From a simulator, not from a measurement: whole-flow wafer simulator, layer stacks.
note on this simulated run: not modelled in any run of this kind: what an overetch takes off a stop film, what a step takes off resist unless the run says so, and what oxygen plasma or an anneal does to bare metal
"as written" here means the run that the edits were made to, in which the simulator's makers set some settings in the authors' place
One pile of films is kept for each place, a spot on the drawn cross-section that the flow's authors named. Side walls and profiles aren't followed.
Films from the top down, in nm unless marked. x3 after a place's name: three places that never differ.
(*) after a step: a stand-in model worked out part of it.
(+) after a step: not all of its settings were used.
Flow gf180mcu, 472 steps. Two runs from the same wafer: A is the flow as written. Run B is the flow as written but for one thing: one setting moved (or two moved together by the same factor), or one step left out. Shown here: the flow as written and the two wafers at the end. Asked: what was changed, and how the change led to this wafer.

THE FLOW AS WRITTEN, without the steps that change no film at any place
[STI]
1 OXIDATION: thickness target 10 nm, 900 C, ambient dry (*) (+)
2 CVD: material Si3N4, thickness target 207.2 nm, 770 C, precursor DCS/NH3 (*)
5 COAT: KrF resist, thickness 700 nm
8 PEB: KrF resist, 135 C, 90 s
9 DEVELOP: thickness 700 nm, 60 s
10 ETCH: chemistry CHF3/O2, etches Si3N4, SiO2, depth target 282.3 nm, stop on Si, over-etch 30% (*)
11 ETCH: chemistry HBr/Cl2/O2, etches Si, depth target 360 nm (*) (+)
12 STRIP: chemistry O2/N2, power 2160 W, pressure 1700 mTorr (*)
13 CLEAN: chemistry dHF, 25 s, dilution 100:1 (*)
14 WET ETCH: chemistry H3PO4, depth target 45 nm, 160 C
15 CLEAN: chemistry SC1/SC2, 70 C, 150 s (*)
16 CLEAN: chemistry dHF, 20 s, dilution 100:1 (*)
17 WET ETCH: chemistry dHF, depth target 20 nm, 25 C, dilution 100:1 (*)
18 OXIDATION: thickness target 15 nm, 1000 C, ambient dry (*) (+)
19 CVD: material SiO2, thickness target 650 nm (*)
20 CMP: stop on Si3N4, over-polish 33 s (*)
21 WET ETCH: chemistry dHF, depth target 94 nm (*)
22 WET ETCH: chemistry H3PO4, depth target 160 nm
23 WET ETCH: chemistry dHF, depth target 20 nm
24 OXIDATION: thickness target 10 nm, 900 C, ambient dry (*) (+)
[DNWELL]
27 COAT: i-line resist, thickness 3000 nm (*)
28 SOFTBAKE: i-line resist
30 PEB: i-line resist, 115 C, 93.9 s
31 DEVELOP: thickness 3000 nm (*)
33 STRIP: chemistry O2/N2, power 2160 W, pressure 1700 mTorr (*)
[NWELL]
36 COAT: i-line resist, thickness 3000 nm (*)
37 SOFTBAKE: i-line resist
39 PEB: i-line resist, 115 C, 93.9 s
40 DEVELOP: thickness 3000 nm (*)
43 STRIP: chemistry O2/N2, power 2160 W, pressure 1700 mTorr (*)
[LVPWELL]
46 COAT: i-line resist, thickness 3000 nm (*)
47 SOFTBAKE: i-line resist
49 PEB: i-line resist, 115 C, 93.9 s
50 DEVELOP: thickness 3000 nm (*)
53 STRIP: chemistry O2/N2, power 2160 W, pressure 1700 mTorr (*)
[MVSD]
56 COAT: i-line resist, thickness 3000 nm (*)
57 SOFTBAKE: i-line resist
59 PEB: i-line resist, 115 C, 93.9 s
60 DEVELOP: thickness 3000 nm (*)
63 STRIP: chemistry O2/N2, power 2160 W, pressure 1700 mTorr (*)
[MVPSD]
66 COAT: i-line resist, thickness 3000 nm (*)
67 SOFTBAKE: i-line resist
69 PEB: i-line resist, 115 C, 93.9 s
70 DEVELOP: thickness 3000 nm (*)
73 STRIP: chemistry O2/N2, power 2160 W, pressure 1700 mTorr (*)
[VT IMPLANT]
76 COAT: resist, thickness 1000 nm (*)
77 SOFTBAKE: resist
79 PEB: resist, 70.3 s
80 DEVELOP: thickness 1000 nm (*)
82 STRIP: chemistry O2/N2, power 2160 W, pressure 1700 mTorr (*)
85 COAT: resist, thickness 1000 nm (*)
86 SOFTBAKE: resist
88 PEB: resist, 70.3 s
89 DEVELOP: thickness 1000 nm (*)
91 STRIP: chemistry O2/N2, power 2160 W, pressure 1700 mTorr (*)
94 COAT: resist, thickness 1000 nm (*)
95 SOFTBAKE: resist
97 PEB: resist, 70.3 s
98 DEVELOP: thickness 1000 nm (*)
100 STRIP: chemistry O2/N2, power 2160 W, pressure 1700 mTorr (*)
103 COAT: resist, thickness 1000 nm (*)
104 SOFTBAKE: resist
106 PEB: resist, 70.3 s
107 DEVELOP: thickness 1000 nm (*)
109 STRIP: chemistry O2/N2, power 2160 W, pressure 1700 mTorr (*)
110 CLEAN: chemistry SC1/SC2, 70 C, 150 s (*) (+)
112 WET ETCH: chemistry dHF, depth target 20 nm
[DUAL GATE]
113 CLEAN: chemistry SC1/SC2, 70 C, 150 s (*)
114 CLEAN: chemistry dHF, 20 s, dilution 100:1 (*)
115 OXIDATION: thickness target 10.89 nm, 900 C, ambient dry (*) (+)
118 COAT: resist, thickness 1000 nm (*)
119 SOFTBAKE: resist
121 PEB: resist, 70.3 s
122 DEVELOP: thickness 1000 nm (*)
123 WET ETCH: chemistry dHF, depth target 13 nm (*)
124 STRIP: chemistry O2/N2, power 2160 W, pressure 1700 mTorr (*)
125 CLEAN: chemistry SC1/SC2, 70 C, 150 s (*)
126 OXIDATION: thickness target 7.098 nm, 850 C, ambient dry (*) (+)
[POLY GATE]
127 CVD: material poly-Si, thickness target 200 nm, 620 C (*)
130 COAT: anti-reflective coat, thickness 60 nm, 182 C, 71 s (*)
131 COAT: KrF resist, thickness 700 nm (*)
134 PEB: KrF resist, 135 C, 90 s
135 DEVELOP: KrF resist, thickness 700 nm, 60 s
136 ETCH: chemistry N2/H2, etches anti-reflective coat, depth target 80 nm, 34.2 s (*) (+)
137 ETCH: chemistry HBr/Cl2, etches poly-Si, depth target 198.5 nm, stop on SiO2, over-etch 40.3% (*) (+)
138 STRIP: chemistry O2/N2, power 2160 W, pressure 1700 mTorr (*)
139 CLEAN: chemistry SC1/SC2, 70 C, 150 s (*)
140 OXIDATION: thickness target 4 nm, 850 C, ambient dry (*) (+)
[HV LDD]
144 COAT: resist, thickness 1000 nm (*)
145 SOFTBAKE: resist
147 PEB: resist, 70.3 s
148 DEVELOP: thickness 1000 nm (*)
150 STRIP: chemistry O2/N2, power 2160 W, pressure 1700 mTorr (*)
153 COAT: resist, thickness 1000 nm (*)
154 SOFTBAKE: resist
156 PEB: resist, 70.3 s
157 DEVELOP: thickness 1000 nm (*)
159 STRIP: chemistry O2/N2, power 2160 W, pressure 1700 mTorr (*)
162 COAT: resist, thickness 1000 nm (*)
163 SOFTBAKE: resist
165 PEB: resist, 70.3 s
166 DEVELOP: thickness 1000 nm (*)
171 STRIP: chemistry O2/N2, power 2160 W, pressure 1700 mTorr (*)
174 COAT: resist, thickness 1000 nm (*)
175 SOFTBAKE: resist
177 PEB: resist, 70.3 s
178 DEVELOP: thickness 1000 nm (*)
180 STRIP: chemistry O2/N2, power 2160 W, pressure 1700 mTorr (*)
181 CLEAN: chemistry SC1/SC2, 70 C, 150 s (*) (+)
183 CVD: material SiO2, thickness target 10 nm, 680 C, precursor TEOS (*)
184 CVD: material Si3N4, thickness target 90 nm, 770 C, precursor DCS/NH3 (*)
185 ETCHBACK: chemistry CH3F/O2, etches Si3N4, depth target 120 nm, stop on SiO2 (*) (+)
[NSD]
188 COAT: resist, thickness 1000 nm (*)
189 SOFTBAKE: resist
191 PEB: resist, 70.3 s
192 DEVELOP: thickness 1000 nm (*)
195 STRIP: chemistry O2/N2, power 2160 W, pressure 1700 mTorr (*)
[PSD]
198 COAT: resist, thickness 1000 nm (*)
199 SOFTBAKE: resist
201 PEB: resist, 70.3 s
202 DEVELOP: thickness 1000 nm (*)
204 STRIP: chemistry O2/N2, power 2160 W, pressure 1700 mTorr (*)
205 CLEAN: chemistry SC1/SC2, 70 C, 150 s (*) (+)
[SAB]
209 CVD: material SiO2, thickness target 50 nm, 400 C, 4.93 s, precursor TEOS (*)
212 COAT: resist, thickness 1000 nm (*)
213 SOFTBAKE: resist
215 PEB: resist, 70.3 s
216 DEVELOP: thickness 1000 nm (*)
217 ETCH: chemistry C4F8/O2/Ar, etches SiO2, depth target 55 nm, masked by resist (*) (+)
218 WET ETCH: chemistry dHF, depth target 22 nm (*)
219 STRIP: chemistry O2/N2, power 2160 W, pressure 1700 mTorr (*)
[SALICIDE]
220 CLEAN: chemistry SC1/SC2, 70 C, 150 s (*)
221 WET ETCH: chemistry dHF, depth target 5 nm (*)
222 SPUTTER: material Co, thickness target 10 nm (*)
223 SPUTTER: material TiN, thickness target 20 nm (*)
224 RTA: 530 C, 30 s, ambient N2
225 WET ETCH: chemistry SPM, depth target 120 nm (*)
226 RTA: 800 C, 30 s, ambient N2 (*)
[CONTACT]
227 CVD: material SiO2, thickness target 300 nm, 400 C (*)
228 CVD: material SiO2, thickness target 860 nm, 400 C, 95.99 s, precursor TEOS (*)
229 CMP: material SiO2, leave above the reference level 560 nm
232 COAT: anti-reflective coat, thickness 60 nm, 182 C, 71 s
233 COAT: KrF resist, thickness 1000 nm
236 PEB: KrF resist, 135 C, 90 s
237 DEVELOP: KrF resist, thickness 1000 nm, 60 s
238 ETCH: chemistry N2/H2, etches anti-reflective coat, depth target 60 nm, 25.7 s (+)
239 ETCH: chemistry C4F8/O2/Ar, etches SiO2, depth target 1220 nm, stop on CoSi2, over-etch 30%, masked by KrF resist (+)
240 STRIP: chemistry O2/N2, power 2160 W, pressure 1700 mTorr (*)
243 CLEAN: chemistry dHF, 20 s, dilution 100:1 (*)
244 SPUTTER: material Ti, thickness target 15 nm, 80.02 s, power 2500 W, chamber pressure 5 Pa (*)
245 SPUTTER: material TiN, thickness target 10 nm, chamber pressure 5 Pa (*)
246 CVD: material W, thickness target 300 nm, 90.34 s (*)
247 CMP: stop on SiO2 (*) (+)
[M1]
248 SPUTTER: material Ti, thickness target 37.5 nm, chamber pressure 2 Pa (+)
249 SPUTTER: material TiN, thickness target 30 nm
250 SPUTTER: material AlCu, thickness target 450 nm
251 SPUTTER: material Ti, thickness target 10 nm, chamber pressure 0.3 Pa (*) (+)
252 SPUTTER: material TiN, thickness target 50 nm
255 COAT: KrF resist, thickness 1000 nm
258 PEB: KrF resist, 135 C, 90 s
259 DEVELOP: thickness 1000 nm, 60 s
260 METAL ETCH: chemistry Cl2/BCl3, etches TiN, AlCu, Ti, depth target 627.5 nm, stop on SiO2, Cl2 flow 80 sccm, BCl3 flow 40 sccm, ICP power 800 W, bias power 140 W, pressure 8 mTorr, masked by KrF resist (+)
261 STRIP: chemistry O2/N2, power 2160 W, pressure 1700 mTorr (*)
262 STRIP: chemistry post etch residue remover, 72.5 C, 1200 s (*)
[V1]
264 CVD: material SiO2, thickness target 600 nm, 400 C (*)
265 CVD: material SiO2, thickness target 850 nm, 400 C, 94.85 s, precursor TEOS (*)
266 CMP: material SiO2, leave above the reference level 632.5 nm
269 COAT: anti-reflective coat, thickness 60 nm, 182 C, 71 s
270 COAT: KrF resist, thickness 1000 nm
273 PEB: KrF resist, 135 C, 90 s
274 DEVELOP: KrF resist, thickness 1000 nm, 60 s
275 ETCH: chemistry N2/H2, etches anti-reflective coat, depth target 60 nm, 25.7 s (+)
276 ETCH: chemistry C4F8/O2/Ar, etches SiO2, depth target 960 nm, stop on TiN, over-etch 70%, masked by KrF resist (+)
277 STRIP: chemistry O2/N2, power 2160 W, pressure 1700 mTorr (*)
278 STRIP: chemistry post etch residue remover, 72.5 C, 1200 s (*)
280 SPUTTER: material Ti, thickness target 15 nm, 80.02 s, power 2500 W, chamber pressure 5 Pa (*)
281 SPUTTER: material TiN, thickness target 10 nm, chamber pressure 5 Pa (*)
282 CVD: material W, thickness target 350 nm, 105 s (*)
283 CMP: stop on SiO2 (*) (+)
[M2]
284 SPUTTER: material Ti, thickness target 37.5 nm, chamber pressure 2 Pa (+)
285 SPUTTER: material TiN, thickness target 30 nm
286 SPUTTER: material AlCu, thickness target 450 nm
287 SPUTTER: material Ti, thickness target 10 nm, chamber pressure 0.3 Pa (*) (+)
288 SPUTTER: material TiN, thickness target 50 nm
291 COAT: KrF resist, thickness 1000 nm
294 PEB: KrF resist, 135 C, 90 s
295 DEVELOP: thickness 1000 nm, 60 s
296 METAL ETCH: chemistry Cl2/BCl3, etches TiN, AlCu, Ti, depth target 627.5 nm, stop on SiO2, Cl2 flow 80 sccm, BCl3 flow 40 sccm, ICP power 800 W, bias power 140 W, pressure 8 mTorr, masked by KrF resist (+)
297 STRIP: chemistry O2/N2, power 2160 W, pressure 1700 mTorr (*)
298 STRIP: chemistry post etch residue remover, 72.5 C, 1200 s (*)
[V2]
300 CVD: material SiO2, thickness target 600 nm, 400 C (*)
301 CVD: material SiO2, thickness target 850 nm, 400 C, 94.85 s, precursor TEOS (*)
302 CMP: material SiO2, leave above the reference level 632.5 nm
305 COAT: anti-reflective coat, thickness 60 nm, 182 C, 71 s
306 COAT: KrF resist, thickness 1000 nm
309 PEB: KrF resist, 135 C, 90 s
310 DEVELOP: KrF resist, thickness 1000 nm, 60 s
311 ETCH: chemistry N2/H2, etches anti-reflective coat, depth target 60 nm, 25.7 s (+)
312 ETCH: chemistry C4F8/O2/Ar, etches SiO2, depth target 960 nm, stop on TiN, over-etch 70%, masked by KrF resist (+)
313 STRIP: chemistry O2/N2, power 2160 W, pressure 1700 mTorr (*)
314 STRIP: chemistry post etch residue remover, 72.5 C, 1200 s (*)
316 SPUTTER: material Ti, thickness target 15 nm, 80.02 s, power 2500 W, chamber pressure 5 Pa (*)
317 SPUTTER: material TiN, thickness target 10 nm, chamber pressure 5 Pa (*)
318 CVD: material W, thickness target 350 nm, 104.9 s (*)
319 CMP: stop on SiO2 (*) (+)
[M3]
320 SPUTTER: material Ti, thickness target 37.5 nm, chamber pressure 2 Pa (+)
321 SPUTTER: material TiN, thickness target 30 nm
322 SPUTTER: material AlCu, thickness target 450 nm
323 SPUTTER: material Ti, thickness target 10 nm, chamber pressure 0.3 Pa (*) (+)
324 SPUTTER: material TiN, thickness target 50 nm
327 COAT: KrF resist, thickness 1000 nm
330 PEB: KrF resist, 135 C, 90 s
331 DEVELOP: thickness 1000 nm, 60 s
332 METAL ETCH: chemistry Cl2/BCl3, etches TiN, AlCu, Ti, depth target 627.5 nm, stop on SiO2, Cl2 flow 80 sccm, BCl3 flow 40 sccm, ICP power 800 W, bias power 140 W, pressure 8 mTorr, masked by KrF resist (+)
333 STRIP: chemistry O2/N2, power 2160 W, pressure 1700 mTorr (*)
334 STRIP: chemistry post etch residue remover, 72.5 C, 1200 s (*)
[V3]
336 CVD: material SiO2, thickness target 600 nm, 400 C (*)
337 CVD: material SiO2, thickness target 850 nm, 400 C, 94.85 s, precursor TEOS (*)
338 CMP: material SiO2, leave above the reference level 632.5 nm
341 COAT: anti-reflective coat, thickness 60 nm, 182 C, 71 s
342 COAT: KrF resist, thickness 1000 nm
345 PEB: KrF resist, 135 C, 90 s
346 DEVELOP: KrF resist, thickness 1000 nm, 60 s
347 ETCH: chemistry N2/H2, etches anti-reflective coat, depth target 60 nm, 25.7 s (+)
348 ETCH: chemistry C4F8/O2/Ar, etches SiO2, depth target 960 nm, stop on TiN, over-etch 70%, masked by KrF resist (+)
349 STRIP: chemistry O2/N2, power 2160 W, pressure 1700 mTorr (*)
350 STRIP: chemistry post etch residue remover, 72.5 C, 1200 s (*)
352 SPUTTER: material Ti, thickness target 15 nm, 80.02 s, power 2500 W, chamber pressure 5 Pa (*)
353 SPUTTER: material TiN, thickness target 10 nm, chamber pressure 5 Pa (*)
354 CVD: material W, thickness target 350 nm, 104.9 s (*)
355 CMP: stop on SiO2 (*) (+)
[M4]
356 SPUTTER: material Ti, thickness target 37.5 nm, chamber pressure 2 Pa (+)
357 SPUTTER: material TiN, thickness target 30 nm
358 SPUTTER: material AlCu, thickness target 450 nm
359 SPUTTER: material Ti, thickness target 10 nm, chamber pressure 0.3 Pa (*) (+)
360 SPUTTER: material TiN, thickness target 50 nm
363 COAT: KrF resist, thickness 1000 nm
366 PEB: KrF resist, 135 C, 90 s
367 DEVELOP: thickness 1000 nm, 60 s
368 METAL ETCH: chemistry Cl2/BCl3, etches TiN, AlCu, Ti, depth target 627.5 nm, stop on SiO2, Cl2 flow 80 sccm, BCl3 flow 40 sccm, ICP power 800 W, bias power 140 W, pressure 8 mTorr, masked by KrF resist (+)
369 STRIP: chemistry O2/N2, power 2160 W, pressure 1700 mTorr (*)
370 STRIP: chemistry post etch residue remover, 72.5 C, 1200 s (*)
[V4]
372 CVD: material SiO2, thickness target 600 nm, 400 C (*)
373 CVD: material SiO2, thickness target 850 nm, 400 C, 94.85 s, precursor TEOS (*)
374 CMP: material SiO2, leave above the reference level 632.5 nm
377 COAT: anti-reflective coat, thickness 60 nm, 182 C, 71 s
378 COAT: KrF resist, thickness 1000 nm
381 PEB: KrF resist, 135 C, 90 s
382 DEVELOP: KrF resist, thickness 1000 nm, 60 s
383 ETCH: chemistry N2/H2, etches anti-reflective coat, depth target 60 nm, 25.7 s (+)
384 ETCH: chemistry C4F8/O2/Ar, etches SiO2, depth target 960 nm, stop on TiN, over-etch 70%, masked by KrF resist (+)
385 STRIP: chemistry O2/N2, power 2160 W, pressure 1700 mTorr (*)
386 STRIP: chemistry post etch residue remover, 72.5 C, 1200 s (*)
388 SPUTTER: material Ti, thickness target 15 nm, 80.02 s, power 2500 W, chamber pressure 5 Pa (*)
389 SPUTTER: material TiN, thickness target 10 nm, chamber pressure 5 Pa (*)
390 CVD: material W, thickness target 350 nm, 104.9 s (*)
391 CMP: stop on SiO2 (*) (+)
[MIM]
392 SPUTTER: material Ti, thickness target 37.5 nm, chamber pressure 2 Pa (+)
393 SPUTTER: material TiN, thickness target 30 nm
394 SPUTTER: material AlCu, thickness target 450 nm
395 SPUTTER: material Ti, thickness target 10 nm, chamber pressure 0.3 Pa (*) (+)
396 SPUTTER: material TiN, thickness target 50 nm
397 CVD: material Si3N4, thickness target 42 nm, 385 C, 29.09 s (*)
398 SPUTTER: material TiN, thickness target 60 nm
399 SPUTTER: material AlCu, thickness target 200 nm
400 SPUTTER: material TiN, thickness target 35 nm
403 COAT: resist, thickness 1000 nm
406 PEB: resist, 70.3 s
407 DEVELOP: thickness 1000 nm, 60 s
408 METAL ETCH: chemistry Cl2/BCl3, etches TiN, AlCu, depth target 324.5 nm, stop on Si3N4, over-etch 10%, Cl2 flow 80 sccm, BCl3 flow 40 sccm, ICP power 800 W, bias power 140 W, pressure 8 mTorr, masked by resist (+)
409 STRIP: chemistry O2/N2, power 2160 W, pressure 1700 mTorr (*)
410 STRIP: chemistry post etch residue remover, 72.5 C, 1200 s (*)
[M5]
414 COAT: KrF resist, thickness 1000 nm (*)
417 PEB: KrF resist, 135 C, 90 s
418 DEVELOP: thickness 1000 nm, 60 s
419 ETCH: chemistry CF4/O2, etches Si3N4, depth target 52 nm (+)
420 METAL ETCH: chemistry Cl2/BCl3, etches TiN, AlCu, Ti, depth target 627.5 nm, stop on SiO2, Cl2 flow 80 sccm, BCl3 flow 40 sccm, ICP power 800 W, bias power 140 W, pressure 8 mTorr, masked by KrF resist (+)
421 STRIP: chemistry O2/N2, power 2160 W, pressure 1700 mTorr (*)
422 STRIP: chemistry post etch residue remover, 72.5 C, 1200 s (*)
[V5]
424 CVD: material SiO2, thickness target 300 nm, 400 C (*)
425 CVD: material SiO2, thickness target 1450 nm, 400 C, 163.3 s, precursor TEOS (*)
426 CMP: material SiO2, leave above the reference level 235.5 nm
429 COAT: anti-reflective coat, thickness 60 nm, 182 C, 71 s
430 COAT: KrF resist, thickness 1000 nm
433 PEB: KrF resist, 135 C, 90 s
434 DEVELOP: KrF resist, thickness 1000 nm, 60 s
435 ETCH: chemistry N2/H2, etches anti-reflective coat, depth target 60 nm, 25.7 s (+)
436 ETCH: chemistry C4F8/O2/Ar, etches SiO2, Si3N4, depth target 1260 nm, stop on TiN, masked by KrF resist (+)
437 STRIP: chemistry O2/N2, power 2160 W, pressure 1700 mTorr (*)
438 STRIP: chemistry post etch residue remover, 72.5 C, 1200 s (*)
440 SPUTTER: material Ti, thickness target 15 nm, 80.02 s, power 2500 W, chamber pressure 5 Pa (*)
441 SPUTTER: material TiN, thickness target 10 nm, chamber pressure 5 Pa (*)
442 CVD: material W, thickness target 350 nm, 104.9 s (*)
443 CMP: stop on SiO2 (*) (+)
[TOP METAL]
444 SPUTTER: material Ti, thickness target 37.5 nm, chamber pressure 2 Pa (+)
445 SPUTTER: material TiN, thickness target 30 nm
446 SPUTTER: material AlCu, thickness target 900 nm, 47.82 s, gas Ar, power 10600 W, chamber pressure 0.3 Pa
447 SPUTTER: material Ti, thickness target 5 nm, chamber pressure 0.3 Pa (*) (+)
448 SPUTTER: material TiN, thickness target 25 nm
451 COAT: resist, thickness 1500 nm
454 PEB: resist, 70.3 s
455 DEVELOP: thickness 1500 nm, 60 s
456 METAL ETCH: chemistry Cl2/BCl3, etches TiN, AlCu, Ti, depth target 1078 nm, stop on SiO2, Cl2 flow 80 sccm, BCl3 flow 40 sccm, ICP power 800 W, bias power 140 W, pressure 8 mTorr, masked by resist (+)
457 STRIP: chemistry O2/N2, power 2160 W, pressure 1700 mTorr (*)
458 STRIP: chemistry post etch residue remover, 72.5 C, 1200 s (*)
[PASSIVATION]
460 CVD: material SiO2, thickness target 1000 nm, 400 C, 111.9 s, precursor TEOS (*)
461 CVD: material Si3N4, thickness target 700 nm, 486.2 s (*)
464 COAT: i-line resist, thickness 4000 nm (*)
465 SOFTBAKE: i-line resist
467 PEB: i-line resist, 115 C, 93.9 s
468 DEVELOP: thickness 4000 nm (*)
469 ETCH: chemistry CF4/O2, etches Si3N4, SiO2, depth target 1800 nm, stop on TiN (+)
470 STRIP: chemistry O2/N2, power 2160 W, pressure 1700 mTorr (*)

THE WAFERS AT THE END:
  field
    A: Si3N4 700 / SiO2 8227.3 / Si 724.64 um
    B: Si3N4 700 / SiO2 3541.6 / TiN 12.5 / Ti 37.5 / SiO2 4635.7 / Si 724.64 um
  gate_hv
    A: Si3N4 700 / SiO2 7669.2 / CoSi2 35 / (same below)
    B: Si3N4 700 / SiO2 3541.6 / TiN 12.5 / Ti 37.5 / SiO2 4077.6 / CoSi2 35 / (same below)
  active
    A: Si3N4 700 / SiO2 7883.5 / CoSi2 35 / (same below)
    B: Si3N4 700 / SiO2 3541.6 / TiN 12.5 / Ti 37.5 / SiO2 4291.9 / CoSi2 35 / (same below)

The cause: step 368, METAL ETCH: depth target 527.1 nm was run, where the flow has depth target 627.5 nm.

How the change led to this, step by step:
  368 METAL ETCH: chemistry Cl2/BCl3, etches TiN, AlCu, Ti, depth target 627.5 nm, stop on SiO2, Cl2 flow 80 sccm, BCl3 flow 40 sccm, ICP power 800 W, bias power 140 W, pressure 8 mTorr, masked by KrF resist (+)
      field, field__w1, field__w2 and 103 more: A TiN -50 (all of it), Ti -10 (all of it), AlCu -450 (all of it), TiN -30 (all of it), Ti -37.5 (all of it) | B TiN -50 (all of it), Ti -10 (all of it), AlCu -450 (all of it), TiN -17.1
      field__w8, contact, m1, m1__w1, m1_nw: A KrF resist -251 | B KrF resist -210.8
  369 STRIP: chemistry O2/N2, power 2160 W, pressure 1700 mTorr (*)
      field__w8, contact, m1, m1__w1, m1_nw: A KrF resist -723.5 (all of it) | B KrF resist -763.7 (all of it)
  372 CVD: material SiO2, thickness target 600 nm, 400 C (*)
      field, field__w1, field__w2 and 103 more: A SiO2 +600 | B SiO2 +600 (new film)
  374 CMP: material SiO2, leave above the reference level 632.5 nm
      field, field__w1, field__w2 and 103 more: A SiO2 -300 | B SiO2 -350
Counting metal films that touch as one body, field has 1 body; the flow as written gives 0 bodies.
Counting metal films that touch as one body, gate_hv has 2 bodies (between them, from the top down: SiO2 4077.6); the flow as written gives 1 body.
Counting metal films that touch as one body, active has 2 bodies (between them, from the top down: SiO2 4291.9); the flow as written gives 1 body.
